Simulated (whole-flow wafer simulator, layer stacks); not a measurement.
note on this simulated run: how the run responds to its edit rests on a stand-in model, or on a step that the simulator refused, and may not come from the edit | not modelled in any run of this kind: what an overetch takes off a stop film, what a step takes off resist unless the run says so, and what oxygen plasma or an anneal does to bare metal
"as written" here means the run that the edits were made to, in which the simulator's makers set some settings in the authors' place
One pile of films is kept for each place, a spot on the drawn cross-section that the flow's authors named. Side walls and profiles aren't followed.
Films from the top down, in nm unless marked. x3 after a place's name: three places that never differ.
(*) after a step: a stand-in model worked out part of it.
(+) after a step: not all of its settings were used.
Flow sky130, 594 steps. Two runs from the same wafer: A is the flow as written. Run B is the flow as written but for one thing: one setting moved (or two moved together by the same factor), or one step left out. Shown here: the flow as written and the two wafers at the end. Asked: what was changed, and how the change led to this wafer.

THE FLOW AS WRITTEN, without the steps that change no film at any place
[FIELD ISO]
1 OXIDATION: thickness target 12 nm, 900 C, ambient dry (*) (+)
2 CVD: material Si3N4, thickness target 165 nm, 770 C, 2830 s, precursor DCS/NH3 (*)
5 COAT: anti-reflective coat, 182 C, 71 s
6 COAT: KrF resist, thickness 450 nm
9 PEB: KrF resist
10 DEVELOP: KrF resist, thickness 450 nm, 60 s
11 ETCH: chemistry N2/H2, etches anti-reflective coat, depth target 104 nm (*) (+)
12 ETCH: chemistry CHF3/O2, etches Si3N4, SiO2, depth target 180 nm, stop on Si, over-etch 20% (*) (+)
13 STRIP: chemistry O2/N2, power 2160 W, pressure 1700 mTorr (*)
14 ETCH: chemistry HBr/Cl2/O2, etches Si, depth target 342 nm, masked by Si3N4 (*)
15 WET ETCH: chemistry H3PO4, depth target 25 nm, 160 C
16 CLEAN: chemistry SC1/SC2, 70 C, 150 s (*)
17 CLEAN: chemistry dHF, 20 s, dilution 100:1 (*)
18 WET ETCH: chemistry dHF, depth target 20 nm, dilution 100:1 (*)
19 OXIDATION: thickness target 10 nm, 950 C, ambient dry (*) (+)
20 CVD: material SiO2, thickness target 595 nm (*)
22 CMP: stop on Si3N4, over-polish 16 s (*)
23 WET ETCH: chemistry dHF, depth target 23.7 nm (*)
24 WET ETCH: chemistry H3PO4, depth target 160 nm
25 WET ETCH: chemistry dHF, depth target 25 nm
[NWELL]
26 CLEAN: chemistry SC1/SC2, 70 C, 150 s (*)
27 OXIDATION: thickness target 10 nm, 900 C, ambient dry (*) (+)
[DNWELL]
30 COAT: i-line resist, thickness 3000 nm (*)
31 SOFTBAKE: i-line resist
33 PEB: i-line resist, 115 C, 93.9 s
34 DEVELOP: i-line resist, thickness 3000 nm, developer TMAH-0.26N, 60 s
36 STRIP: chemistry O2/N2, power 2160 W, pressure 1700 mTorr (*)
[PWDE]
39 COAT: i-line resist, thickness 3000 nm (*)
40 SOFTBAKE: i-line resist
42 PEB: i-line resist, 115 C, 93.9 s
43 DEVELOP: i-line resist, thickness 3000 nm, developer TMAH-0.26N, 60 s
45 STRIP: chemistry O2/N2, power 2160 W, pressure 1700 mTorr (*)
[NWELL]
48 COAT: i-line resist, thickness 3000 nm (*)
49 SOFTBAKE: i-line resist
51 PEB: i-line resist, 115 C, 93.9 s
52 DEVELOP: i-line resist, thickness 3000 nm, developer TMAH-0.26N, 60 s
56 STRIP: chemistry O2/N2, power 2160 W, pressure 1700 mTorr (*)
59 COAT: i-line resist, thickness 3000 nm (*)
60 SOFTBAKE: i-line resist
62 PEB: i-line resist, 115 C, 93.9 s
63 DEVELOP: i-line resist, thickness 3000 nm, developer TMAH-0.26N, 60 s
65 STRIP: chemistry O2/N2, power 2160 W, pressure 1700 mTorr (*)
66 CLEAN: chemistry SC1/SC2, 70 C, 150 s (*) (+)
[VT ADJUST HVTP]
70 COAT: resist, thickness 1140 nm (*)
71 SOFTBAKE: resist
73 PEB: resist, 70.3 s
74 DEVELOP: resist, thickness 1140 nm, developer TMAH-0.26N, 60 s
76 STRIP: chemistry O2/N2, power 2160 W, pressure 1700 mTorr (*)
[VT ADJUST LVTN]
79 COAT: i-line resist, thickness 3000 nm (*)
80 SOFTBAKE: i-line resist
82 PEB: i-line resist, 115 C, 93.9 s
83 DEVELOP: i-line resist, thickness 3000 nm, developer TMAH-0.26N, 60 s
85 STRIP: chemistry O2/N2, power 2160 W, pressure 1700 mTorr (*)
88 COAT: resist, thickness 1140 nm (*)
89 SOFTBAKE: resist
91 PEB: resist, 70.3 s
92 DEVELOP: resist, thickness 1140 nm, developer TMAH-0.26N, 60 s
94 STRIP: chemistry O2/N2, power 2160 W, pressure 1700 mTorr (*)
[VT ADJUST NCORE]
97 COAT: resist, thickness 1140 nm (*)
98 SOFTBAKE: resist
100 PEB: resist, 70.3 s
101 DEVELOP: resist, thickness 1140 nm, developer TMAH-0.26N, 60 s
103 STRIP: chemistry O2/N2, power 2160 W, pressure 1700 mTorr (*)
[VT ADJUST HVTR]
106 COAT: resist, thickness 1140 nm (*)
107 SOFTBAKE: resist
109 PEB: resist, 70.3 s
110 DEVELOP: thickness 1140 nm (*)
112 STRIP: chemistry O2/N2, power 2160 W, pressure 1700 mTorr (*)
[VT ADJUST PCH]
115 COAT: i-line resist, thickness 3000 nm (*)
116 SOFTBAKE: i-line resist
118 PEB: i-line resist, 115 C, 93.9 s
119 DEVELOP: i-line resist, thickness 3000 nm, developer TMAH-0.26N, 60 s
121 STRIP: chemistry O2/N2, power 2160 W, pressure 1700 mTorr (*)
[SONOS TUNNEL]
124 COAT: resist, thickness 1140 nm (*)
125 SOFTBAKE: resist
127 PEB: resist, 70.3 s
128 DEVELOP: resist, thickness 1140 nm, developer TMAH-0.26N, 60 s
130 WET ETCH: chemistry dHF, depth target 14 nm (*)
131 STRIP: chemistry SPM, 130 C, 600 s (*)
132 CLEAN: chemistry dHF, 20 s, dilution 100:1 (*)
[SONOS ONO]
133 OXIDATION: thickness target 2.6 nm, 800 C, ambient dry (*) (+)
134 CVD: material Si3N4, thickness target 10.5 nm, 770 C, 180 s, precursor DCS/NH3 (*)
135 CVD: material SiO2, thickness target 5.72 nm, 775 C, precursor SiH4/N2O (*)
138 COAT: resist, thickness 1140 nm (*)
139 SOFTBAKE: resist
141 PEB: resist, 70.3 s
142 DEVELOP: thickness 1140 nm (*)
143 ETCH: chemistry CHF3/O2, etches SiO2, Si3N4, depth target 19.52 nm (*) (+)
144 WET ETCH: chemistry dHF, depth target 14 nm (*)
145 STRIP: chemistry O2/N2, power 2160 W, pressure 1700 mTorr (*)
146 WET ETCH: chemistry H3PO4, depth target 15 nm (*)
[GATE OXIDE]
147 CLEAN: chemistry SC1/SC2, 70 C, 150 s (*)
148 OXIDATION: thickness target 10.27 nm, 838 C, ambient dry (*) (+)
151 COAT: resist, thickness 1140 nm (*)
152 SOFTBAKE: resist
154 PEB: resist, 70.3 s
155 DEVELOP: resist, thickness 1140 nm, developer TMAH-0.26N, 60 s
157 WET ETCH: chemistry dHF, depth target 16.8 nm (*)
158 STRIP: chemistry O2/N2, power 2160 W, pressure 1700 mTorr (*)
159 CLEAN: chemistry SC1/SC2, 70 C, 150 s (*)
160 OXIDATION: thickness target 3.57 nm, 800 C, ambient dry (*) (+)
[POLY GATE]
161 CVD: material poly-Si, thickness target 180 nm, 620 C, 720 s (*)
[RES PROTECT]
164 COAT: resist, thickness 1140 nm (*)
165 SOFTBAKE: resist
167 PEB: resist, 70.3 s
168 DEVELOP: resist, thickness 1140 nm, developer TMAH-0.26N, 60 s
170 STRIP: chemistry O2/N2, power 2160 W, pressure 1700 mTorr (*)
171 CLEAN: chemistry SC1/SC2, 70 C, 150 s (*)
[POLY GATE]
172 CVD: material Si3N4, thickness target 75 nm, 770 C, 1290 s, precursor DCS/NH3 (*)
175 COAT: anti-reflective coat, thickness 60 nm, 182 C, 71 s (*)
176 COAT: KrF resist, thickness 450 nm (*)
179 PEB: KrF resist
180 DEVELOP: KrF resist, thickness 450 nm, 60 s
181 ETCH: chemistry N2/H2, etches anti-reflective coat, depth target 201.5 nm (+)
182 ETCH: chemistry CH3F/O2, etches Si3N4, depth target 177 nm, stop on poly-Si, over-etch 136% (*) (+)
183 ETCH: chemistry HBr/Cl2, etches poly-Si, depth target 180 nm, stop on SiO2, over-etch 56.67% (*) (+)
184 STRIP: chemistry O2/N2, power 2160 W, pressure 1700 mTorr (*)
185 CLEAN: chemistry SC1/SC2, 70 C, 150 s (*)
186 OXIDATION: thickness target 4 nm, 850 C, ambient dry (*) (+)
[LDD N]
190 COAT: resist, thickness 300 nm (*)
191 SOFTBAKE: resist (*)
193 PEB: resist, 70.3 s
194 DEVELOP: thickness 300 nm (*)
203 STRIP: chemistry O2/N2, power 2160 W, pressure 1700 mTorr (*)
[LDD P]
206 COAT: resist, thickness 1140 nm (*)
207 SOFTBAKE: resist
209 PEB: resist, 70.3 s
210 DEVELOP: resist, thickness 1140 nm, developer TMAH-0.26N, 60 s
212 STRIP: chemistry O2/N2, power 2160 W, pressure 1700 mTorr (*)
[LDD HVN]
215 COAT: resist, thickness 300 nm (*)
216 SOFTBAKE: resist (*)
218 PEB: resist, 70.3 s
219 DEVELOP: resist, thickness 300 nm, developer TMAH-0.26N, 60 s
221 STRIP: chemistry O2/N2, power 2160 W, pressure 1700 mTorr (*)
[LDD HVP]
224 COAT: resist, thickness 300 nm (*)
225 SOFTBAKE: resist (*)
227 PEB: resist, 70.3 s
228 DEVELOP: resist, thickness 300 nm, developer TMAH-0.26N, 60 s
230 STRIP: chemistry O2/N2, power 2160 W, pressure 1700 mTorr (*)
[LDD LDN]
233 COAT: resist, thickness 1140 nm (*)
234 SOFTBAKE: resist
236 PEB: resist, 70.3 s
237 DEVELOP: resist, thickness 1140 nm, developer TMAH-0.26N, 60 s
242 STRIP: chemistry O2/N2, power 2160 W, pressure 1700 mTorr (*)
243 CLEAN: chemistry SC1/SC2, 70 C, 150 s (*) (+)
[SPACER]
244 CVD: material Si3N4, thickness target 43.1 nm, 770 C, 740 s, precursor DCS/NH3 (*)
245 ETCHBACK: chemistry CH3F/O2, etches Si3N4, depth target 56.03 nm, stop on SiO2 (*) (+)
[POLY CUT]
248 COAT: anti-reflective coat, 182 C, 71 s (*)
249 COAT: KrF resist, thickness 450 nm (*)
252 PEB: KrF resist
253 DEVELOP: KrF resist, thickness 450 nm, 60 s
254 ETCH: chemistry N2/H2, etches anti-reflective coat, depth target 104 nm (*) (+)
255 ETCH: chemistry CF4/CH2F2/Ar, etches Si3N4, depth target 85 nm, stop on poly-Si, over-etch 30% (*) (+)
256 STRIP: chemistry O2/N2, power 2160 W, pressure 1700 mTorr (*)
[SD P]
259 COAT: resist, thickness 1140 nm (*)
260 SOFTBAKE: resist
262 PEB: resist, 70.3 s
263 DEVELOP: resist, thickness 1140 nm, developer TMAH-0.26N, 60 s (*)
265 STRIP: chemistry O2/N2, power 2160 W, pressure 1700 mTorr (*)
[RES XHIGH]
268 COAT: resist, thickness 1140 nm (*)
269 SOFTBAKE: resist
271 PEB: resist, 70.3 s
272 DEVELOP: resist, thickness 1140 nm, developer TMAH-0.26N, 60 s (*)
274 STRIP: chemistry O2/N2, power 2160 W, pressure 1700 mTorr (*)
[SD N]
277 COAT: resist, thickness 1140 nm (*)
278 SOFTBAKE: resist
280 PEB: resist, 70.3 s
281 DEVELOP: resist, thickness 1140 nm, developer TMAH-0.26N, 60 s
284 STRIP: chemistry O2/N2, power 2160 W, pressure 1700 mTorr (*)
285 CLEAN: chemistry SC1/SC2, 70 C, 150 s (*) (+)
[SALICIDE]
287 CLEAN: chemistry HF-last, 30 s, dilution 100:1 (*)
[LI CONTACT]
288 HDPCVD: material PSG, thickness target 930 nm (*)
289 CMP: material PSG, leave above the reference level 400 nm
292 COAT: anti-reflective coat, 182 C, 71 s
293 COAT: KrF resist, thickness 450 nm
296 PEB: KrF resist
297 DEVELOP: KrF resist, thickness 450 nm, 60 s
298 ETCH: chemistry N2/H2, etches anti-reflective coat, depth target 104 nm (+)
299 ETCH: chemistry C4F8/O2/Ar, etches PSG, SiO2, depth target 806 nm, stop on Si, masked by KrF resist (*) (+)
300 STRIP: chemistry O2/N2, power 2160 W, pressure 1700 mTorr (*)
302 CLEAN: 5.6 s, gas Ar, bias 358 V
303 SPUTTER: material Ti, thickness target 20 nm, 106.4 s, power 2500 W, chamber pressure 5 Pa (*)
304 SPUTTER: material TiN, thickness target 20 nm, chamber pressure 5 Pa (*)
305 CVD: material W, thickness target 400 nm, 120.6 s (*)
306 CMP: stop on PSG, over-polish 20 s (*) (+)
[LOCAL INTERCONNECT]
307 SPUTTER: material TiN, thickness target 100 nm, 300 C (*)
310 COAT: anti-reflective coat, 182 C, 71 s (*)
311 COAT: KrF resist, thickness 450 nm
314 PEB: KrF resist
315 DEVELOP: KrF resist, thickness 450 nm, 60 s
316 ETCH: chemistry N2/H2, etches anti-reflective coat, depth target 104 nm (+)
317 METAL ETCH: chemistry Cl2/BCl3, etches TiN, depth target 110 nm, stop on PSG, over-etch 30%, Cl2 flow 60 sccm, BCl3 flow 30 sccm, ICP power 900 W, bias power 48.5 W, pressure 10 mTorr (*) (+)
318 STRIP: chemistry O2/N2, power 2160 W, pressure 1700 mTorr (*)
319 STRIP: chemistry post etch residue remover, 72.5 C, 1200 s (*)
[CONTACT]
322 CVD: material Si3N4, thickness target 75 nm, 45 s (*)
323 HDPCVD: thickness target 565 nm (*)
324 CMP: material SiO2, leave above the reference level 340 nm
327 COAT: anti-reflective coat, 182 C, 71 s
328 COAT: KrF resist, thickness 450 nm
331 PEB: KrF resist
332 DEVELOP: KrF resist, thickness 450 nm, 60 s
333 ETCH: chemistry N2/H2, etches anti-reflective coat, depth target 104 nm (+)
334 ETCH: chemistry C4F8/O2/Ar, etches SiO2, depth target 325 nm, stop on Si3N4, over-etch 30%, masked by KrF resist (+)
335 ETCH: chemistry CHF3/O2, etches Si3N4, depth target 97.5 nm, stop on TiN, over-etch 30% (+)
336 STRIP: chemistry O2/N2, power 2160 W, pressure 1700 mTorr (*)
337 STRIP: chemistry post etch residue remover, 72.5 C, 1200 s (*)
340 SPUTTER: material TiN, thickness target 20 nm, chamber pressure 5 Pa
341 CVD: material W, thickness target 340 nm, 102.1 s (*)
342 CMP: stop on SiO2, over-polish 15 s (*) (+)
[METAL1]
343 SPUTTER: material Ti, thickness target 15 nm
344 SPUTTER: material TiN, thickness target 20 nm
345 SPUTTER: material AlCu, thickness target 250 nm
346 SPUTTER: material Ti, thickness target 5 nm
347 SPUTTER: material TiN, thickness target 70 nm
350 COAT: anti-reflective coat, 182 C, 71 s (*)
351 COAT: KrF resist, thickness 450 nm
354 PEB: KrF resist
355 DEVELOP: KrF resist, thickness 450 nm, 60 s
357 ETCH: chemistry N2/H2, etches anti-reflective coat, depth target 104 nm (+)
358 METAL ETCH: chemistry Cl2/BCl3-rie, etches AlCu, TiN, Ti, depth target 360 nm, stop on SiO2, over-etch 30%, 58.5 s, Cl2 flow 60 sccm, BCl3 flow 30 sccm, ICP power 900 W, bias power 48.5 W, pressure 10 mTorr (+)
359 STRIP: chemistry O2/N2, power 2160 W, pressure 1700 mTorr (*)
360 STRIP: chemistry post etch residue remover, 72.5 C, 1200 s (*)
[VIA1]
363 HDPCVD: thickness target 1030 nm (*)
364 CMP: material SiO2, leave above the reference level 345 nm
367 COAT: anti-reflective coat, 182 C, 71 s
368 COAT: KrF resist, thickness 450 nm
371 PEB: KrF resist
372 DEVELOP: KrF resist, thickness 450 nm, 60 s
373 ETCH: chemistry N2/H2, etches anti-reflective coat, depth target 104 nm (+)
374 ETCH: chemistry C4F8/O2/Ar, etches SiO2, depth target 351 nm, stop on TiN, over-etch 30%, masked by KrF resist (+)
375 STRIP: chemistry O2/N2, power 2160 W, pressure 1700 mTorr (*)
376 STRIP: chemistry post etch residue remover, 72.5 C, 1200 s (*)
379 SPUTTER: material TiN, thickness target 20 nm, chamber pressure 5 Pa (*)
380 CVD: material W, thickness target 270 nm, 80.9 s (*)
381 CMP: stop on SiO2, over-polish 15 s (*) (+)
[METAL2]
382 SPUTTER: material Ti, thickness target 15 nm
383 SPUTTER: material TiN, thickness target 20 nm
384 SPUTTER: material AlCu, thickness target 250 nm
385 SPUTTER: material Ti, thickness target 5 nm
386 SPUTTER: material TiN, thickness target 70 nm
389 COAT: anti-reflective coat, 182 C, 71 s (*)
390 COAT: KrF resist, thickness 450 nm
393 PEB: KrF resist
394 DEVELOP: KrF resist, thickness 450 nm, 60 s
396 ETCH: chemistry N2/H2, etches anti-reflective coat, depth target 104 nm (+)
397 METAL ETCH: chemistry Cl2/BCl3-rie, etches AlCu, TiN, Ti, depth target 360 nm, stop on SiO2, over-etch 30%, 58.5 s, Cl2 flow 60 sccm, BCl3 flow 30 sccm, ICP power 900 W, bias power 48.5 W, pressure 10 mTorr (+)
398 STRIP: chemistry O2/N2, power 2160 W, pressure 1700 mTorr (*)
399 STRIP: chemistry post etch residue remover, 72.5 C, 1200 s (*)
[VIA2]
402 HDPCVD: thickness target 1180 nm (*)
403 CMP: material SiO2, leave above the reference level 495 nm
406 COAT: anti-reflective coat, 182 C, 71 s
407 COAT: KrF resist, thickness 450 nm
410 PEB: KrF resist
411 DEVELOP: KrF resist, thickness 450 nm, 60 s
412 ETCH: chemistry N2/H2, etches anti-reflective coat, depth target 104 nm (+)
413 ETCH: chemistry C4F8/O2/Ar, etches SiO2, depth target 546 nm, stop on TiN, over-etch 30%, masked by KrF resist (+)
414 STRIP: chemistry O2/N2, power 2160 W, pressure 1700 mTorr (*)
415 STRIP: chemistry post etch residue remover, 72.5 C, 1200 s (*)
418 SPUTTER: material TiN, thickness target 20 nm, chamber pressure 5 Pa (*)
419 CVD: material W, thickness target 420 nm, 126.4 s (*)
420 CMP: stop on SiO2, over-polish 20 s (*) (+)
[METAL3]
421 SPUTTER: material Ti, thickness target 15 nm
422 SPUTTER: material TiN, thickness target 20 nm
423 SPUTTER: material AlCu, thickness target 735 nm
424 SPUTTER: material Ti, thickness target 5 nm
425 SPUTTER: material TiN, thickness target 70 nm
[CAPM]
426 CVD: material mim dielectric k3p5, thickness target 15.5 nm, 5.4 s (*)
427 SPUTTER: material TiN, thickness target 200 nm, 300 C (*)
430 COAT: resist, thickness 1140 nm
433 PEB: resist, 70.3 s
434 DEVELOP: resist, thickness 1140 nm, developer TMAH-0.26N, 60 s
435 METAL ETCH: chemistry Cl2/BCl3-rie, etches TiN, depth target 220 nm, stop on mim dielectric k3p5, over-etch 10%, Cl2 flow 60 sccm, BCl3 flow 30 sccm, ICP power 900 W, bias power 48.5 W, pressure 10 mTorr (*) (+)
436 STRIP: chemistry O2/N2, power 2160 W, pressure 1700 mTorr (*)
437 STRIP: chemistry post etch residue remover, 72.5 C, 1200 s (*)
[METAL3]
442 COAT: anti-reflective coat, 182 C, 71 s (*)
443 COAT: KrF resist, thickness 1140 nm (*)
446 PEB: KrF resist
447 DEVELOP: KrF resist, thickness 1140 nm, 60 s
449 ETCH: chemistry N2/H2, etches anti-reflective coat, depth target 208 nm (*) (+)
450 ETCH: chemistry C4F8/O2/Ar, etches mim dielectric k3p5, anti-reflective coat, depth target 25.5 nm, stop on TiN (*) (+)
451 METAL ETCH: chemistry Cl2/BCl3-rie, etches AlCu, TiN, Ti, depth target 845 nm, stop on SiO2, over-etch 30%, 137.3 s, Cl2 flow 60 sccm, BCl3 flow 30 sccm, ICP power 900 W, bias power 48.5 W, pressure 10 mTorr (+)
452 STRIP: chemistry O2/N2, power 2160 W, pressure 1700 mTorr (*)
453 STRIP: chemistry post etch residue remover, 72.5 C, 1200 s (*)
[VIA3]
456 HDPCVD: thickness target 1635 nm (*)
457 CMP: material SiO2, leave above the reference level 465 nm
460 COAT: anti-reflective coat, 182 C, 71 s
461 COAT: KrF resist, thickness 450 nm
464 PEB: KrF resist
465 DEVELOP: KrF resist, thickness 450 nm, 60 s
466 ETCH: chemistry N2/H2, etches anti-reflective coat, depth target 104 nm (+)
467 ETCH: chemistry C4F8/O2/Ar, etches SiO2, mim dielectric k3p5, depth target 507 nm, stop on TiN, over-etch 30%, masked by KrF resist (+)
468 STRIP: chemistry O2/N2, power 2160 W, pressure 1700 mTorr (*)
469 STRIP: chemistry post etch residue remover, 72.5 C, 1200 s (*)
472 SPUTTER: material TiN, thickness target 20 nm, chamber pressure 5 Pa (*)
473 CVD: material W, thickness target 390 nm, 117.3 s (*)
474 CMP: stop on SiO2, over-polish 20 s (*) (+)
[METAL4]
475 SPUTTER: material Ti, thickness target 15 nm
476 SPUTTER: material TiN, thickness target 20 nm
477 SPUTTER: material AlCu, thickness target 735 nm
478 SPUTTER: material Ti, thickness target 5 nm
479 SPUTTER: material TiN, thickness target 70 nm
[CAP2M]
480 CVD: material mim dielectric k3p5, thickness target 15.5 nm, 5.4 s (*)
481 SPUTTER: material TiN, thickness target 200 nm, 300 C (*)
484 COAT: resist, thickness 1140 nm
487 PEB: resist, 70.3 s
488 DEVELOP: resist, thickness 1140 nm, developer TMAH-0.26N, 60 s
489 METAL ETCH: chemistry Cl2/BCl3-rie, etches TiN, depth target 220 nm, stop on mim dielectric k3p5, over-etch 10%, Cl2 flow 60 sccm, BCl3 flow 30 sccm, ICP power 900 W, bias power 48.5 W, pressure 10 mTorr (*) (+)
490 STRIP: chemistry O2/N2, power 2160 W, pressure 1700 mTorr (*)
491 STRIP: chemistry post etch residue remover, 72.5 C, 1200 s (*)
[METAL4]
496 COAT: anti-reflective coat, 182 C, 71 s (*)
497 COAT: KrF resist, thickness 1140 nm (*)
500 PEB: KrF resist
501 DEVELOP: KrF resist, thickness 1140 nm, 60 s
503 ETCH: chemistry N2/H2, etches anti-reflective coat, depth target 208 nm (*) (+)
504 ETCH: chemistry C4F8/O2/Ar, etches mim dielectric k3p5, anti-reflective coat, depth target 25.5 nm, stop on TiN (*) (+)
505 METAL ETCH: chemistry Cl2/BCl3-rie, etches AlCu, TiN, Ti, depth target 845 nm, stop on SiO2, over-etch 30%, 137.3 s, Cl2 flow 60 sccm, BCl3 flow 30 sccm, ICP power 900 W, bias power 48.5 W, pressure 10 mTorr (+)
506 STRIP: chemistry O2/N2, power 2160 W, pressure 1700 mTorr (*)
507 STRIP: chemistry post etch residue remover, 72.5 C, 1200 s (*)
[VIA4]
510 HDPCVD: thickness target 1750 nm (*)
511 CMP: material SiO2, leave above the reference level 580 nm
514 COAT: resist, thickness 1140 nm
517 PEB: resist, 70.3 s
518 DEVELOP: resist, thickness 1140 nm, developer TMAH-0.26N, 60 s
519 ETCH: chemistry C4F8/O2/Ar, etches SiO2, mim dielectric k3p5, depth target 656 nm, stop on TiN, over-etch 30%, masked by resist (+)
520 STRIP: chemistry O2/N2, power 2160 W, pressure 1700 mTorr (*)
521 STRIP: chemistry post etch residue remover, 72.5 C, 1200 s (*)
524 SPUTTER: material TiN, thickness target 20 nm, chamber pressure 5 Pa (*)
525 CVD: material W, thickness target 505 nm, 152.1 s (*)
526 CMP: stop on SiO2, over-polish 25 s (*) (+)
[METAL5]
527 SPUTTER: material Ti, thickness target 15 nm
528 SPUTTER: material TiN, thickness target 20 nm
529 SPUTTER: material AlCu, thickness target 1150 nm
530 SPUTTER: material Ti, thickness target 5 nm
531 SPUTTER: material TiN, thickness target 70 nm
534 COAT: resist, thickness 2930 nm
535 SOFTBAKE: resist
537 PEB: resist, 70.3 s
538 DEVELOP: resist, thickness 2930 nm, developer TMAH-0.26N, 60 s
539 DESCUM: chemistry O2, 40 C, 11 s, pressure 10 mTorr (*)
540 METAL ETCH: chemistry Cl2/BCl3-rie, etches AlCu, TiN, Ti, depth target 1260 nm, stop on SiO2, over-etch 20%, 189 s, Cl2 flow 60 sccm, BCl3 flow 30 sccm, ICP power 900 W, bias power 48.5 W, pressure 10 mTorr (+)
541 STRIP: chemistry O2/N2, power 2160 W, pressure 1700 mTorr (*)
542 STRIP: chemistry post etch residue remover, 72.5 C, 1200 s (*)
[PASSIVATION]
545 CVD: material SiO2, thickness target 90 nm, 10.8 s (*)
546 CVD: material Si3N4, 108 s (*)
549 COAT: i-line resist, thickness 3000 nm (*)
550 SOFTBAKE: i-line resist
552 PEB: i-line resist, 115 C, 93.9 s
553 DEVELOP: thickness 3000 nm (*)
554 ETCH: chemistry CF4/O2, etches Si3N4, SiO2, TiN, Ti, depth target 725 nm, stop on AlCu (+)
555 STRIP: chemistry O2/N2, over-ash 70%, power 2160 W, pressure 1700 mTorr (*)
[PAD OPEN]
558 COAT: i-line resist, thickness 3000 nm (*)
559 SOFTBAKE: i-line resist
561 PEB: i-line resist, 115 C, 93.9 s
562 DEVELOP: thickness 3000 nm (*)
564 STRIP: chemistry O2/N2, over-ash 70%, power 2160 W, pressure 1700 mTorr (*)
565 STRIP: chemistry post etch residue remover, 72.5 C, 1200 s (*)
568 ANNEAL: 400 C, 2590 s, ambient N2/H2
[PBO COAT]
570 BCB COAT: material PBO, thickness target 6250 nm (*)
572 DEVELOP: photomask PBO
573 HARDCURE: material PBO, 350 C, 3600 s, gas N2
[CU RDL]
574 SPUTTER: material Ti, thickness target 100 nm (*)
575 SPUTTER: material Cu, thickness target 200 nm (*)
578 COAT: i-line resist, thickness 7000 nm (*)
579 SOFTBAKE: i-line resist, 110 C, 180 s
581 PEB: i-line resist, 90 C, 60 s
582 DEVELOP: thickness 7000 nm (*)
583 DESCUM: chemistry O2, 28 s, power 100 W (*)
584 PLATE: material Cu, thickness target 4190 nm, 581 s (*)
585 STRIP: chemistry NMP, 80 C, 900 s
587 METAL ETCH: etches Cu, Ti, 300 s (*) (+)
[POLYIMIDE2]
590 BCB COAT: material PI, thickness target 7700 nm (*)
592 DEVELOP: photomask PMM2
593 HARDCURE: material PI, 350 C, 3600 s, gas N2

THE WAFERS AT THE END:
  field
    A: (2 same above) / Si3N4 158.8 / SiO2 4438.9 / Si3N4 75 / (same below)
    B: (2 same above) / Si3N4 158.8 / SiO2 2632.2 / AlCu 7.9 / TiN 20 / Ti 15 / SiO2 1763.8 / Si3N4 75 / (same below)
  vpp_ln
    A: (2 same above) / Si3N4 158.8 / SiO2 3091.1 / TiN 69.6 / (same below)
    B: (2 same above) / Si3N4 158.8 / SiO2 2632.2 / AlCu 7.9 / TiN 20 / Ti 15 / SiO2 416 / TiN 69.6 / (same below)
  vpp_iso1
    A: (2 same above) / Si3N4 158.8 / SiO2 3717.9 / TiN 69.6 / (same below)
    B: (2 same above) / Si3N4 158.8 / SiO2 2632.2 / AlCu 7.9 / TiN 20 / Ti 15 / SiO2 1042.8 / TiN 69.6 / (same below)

The cause: step 451, METAL ETCH: depth target 612.6 nm was run, where the flow has depth target 845 nm; step 451, METAL ETCH: 99.5 s was run, where the flow has 137.3 s.

How the change led to this, step by step:
  451 METAL ETCH: chemistry Cl2/BCl3-rie, etches AlCu, TiN, Ti, depth target 845 nm, stop on SiO2, over-etch 30%, 137.3 s, Cl2 flow 60 sccm, BCl3 flow 30 sccm, ICP power 900 W, bias power 48.5 W, pressure 10 mTorr (+)
      field, gate, spacer and 68 more: A TiN -70 (all of it), Ti -5 (all of it), AlCu -735 (all of it), TiN -20 (all of it), Ti -15 (all of it), SiO2 -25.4 | B TiN -70 (all of it), Ti -5 (all of it), AlCu -721.4
      active, vpp_ln, vpp_iso2 and 11 more: A TiN -70 (all of it), Ti -5 (all of it), AlCu -735 (all of it), TiN -20 (all of it), Ti -15 (all of it), SiO2 -25.3 | B TiN -70 (all of it), Ti -5 (all of it), AlCu -721.4
      (and at 107 more places)
  452 STRIP: chemistry O2/N2, power 2160 W, pressure 1700 mTorr (*)
      gate_hv, dice_street, pplus_nw and 75 more: A KrF resist -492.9 (all of it), anti-reflective coat -80 (all of it) | B KrF resist -644 (all of it), anti-reflective coat -80 (all of it)
      n_well, p_well, sd_n, sd_p, pad, mim_edge_gap, mim_edge_gap_sheet: A KrF resist -492.9 (all of it), anti-reflective coat -80 (all of it) | B KrF resist -643.9 (all of it), anti-reflective coat -80 (all of it)
      (and at 22 more places)
  453 STRIP: chemistry post etch residue remover, 72.5 C, 1200 s (*)
      field, active, gate and 82 more: A nothing | B AlCu -5.72
  456 HDPCVD: thickness target 1635 nm (*)
      field, active, gate and 82 more: A SiO2 +1635 | B SiO2 +1635 (new film)
  457 CMP: material SiO2, leave above the reference level 465 nm
      field, active, gate and 82 more: A SiO2 -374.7 | B SiO2 -442.9
Counting metal films that touch as one body, field has 1 body; the flow as written gives 0 bodies.
Counting metal films that touch as one body, vpp_ln has 3 bodies (between them, from the top down: SiO2 416; SiO2 267.2); the flow as written gives 2 bodies (between them, from the top down: SiO2 267.2).
Counting metal films that touch as one body, vpp_iso1 has 2 bodies (between them, from the top down: SiO2 1042.8); the flow as written gives 1 body.
